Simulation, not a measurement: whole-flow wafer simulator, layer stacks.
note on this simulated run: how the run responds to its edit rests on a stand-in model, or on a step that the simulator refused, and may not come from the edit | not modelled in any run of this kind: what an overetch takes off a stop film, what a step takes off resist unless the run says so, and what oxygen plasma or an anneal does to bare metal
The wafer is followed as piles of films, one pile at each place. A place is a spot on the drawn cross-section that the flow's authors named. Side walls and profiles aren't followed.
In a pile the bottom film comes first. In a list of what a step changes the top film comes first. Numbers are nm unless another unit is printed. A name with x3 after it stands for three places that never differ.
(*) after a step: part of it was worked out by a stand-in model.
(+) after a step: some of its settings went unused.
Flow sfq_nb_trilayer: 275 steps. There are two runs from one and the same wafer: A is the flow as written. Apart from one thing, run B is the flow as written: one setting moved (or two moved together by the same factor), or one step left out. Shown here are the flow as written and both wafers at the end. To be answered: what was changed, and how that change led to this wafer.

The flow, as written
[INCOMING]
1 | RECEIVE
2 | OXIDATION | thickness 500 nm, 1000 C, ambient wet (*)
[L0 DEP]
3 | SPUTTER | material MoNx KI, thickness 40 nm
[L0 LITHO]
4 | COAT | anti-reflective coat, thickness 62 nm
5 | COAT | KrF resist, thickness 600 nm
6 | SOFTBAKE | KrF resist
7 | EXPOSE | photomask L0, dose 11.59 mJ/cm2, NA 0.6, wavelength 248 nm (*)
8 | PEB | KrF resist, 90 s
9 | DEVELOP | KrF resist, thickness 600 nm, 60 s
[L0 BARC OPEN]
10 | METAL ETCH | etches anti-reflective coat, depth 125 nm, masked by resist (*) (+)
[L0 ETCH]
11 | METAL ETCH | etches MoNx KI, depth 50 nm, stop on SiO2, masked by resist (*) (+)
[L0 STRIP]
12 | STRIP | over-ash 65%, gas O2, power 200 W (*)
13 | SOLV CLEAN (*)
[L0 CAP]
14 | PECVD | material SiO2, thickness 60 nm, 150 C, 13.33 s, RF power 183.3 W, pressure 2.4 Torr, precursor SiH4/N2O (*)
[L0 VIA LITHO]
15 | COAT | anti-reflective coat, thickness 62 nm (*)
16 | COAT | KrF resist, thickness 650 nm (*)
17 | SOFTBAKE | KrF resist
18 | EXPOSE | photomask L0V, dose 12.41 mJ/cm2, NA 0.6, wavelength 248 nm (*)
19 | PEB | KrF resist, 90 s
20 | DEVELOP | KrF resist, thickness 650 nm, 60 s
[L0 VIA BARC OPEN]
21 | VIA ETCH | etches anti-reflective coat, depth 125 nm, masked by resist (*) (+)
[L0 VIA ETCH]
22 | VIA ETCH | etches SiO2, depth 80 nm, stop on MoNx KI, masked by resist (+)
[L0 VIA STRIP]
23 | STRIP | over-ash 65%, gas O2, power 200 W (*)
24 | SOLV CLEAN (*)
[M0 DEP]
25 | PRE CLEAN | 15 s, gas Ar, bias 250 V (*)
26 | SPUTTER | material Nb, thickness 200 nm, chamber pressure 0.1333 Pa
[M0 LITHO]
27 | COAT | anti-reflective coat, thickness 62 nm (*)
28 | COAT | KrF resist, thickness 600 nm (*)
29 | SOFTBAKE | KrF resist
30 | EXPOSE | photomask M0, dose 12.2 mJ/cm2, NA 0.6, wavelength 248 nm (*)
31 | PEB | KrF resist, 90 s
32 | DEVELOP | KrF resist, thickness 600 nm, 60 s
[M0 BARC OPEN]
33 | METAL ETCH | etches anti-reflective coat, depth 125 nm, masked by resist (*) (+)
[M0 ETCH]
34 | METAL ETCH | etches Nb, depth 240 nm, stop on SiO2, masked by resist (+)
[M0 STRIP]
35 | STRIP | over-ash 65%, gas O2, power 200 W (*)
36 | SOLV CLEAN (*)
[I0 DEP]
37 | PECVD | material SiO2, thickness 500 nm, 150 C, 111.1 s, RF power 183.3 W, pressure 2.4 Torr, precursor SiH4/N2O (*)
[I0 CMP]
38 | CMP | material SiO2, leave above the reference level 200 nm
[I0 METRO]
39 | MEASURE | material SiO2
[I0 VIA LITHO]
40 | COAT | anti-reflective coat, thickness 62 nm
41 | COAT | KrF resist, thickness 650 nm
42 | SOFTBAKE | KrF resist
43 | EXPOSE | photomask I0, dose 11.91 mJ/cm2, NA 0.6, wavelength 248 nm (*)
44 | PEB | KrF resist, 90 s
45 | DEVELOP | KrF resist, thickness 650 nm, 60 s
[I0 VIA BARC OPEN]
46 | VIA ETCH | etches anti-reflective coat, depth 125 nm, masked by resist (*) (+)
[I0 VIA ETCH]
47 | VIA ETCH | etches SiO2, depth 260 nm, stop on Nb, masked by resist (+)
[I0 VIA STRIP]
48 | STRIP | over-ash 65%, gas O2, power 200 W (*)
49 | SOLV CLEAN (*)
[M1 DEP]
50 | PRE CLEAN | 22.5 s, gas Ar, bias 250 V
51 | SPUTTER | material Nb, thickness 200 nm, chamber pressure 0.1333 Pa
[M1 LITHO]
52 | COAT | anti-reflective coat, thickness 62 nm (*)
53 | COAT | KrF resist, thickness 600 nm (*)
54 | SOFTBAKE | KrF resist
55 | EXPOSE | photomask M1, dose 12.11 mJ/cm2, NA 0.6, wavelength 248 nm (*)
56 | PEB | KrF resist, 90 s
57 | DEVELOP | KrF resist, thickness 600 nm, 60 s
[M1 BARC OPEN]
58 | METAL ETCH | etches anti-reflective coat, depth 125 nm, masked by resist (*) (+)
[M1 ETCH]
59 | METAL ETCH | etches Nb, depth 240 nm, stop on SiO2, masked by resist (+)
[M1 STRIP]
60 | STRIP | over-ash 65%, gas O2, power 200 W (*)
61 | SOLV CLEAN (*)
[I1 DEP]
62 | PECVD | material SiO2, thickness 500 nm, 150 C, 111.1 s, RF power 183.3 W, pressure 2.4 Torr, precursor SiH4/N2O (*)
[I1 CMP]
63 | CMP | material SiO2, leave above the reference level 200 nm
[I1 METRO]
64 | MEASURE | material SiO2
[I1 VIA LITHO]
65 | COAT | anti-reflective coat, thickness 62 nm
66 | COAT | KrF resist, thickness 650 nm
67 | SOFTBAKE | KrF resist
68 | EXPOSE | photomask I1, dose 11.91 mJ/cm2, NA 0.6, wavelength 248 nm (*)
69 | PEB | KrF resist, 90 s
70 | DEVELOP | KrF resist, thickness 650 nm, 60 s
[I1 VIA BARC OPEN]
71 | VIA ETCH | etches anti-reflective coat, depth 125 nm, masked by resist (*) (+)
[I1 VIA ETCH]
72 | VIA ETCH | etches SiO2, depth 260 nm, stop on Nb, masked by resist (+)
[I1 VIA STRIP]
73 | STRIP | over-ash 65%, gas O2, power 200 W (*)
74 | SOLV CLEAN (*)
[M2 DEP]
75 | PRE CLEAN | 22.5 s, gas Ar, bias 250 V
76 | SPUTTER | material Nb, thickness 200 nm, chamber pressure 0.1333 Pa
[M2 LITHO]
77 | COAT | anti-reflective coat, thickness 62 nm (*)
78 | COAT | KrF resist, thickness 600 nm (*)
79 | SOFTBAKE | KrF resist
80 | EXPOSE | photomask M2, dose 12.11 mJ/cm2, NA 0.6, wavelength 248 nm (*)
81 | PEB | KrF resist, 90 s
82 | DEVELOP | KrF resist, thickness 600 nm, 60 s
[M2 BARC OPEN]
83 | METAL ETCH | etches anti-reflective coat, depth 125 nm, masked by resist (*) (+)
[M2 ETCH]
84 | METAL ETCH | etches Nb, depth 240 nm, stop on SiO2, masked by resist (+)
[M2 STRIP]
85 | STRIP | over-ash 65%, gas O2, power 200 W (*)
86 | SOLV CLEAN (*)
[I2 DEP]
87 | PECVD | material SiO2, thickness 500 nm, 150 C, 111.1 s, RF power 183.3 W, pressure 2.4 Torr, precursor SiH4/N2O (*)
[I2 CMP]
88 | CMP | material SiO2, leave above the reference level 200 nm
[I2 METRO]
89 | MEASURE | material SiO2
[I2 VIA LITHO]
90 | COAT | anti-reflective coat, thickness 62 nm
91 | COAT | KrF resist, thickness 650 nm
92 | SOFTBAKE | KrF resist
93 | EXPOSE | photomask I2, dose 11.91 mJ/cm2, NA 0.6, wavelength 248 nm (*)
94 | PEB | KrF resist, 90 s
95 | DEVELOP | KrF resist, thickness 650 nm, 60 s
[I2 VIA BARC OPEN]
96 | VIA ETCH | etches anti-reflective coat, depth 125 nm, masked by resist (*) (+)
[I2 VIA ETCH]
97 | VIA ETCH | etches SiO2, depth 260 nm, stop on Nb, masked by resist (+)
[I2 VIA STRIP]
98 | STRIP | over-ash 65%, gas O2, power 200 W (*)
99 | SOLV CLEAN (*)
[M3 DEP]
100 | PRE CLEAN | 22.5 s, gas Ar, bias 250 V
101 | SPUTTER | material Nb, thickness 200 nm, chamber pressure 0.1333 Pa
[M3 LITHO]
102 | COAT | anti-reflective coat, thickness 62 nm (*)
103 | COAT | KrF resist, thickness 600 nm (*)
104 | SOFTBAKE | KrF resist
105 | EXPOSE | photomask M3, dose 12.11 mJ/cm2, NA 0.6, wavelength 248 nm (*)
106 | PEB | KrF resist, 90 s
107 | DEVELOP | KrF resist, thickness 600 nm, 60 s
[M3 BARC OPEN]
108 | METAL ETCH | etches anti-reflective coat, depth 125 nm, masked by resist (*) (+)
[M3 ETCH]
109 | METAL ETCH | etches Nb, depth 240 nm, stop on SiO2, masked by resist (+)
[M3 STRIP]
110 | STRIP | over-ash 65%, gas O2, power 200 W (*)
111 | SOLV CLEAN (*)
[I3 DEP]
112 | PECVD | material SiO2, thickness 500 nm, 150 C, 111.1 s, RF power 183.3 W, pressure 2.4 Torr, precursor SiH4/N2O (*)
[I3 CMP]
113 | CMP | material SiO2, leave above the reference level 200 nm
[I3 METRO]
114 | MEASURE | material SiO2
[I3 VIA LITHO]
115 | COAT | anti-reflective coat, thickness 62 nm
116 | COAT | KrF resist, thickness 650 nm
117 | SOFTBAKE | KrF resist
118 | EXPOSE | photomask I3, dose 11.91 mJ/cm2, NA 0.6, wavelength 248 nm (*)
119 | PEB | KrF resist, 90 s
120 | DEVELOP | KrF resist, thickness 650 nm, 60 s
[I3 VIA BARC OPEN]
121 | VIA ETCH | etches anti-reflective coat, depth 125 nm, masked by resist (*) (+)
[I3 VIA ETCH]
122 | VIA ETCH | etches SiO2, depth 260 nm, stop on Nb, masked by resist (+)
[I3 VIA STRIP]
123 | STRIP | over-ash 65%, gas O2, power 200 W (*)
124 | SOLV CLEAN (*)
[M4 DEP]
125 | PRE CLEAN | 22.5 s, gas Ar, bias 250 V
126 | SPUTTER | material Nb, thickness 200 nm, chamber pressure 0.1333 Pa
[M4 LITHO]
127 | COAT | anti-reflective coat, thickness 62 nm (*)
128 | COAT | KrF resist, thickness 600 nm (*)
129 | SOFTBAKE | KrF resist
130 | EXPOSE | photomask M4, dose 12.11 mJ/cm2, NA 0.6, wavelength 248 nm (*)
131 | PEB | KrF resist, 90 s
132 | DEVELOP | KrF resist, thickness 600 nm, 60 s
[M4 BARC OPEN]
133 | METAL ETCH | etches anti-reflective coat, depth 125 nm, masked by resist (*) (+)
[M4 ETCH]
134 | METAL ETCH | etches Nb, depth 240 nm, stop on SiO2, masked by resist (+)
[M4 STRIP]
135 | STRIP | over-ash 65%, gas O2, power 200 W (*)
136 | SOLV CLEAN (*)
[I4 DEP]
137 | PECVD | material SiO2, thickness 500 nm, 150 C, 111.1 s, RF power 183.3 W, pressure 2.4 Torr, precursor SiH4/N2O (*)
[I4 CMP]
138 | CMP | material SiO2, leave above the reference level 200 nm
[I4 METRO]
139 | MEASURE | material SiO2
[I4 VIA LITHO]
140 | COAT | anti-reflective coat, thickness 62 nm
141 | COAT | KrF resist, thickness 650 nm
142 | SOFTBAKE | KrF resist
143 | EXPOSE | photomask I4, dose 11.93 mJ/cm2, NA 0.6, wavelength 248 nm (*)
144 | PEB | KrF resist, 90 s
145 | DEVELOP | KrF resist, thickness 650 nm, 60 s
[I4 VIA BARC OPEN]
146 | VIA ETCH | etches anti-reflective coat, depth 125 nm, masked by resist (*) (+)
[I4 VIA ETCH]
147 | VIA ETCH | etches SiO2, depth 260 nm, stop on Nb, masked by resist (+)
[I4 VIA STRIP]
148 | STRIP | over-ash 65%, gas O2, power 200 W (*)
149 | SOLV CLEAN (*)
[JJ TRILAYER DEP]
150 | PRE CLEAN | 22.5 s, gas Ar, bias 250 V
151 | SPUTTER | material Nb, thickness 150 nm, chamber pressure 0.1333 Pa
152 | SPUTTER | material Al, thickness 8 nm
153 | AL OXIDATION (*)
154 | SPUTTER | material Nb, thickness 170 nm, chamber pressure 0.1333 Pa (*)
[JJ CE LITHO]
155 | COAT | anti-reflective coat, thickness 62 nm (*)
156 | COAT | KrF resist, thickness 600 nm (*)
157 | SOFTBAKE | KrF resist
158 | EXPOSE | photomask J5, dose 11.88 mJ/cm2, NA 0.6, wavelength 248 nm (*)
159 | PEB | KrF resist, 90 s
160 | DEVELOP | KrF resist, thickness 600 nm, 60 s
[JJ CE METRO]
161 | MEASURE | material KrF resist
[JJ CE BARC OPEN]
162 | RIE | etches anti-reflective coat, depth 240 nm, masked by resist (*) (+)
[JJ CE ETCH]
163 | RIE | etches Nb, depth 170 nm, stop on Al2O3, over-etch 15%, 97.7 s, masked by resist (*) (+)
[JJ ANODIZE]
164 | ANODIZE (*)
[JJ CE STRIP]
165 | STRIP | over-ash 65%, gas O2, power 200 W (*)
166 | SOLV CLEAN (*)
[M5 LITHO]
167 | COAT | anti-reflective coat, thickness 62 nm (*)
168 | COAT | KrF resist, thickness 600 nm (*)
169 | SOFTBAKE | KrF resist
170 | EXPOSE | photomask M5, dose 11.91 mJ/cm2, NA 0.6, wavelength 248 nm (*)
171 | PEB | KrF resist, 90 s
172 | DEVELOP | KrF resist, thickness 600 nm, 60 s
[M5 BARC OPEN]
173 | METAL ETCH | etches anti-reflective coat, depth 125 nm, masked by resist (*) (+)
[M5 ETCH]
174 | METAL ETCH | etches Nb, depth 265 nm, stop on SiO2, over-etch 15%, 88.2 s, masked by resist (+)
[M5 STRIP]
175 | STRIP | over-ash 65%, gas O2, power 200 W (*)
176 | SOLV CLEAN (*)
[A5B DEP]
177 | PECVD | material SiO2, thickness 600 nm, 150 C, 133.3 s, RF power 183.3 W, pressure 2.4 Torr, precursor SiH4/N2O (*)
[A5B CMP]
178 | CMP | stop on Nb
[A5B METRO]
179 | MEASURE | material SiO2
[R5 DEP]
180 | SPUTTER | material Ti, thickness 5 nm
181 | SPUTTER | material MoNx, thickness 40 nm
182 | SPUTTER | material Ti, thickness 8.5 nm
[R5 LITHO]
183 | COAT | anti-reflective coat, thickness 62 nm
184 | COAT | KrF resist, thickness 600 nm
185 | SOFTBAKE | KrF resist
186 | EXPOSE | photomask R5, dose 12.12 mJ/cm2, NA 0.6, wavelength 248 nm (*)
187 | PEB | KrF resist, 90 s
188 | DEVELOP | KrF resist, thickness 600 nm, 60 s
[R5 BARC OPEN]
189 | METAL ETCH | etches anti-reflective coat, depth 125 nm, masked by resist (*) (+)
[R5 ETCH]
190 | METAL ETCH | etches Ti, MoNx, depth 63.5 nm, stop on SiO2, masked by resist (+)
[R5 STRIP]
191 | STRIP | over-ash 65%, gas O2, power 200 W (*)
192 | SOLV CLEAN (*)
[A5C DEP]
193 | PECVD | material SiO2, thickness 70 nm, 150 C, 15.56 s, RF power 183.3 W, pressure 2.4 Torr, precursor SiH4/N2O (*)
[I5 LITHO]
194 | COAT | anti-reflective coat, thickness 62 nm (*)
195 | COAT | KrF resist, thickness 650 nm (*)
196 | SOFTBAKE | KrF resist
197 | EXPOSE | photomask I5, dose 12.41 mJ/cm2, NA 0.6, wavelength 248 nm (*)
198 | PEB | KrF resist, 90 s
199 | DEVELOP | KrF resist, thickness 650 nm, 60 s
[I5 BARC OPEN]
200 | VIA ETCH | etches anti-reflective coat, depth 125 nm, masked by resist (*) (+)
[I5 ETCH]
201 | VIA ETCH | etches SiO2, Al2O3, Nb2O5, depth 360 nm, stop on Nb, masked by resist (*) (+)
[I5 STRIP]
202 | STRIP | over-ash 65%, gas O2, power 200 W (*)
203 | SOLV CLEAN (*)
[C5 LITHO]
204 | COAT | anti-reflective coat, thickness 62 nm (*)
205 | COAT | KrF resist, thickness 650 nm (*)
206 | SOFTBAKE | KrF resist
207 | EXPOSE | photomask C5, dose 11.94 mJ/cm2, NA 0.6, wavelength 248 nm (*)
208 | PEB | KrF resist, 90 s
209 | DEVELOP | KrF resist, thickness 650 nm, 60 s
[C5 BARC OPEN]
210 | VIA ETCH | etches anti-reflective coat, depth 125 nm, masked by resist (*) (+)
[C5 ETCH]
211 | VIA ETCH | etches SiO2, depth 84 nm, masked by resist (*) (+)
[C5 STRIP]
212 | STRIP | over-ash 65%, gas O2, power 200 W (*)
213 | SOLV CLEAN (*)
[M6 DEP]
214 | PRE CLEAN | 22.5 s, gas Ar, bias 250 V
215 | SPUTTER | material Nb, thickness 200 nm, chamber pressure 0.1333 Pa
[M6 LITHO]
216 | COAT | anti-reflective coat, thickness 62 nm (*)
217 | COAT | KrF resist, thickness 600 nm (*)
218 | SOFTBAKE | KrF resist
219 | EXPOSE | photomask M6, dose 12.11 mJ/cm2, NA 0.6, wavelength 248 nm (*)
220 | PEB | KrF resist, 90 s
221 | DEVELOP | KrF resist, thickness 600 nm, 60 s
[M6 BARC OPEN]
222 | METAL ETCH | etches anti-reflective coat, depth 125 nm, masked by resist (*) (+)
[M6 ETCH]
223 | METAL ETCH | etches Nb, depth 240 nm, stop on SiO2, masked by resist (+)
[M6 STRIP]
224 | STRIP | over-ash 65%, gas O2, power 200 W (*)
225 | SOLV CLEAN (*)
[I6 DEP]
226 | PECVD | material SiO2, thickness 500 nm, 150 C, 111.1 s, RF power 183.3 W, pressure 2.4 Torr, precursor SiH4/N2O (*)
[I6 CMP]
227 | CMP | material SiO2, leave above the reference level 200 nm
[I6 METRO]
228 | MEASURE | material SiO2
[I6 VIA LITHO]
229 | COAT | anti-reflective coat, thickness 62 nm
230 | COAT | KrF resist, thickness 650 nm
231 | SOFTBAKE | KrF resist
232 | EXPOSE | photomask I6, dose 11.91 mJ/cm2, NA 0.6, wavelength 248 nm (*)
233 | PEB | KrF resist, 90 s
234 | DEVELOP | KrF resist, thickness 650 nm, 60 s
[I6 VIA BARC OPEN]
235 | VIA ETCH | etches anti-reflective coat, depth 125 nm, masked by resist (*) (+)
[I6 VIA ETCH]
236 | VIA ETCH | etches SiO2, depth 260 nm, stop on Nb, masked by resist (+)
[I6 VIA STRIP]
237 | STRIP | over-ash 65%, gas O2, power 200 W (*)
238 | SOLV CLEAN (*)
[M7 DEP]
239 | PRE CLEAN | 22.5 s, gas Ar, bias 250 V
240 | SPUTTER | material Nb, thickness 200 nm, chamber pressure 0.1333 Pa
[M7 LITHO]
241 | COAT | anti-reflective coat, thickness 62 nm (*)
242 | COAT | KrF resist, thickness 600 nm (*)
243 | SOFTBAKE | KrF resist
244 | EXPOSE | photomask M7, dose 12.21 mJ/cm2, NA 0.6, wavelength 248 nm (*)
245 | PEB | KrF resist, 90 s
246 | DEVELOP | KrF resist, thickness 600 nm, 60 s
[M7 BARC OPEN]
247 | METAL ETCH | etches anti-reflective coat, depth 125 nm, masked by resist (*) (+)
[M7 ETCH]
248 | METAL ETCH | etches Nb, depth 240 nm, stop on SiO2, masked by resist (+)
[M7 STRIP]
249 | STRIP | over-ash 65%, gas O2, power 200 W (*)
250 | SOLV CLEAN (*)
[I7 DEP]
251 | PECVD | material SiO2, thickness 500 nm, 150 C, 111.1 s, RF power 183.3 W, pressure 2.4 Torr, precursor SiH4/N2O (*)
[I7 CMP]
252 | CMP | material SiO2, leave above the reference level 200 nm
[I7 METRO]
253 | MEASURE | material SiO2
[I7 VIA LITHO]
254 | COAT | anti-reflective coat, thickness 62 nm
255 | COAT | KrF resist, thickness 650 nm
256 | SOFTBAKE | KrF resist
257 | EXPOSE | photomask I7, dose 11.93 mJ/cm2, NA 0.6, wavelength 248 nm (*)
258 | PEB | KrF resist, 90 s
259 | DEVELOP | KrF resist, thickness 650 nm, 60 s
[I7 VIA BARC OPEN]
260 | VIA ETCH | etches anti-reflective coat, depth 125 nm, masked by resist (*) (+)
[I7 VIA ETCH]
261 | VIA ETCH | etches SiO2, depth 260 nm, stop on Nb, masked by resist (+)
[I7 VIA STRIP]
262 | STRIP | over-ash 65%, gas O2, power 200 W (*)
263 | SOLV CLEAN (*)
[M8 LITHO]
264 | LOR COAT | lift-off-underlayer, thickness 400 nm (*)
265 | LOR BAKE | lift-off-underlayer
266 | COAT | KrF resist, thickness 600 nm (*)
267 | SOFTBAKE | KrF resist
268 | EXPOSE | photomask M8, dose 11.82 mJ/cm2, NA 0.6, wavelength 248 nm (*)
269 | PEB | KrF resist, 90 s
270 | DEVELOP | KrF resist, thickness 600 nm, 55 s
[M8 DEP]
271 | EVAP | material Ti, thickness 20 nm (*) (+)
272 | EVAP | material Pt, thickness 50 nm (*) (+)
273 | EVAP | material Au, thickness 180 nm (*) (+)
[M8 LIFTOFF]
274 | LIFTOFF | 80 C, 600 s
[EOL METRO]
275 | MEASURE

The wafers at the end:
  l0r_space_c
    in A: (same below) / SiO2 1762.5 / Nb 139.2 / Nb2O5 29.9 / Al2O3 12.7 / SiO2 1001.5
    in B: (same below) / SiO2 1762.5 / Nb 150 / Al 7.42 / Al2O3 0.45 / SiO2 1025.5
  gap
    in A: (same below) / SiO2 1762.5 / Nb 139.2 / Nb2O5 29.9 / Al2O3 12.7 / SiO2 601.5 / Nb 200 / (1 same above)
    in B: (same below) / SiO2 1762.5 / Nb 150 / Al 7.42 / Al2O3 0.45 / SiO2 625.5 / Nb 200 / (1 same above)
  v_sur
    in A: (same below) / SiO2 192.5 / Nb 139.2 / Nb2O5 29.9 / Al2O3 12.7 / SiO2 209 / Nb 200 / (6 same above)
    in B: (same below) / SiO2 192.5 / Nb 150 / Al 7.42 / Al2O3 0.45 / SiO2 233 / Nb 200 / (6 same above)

Cause: step 164, ANODIZE (*), was not run.

Step by step, how the change led to this:
  167 | COAT | anti-reflective coat, thickness 62 nm (*)
      wl_j_sl, wl_j_sr: A anti-reflective coat gains 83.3 (new film) | B anti-reflective coat gains 86.6 (new film)
      via_wl: A anti-reflective coat gains 170.5 (new film) | B anti-reflective coat gains 176.4 (new film)
      (and at 7 other places as well)
  168 | COAT | KrF resist, thickness 600 nm (*)
      ce_l: A KrF resist gains 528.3 (new film) | B KrF resist gains 512.4 (new film)
      c5j: A KrF resist gains 507.6 (new film) | B KrF resist gains 493.7 (new film)
      (and at 2 other places as well)
  174 | METAL ETCH | etches Nb, depth 265 nm, stop on SiO2, over-etch 15%, 88.2 s, masked by resist (+)
      r_sur, res, r_end and 48 more: A Al2O3 loses 12.6 (all of it), Nb2O5 loses 29.9 (all of it), Nb loses 139.2 (all of it), SiO2 loses 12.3 | B Al2O3 loses 0.39 (all of it), Al loses 7.42 (all of it), Nb loses 150 (all of it)
      field_l, wl_a_sl: A Al2O3 loses 12.6 (all of it), Nb2O5 loses 29.9 (all of it), Nb loses 139.2 (all of it), SiO2 loses 12.3 | B Al2O3 loses 0.38 (all of it), Al loses 7.42 (all of it), Nb loses 150 (all of it)
  175 | STRIP | over-ash 65%, gas O2, power 200 W (*)
      via_wl: A KrF resist loses 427 (all of it), anti-reflective coat loses 170.5 (all of it) | B KrF resist loses 425.3 (all of it), anti-reflective coat loses 176.4 (all of it)
      via_wr: A KrF resist loses 427.6 (all of it), anti-reflective coat loses 170.6 (all of it) | B KrF resist loses 425.9 (all of it), anti-reflective coat loses 176.4 (all of it)
      (and at 8 other places as well)
  178 | CMP | stop on Nb
      v_sur, via_sp, via_v and 43 more: A SiO2 loses 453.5 | B SiO2 loses 429.5
      field_l, p4_fl, p4_fm and 39 more: A SiO2 loses 259.3 | B SiO2 loses 271.6
      (and at 14 other places as well)
  201 | VIA ETCH | etches SiO2, Al2O3, Nb2O5, depth 360 nm, stop on Nb, masked by resist (*) (+)
      be: A SiO2 loses 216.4 (all of it), Al2O3 loses 12.7 (all of it), Nb2O5 loses 29.9 (all of it) | B SiO2 loses 240.4 (all of it), Al2O3 loses 0.45 (all of it), Al loses 7.42 (all of it)
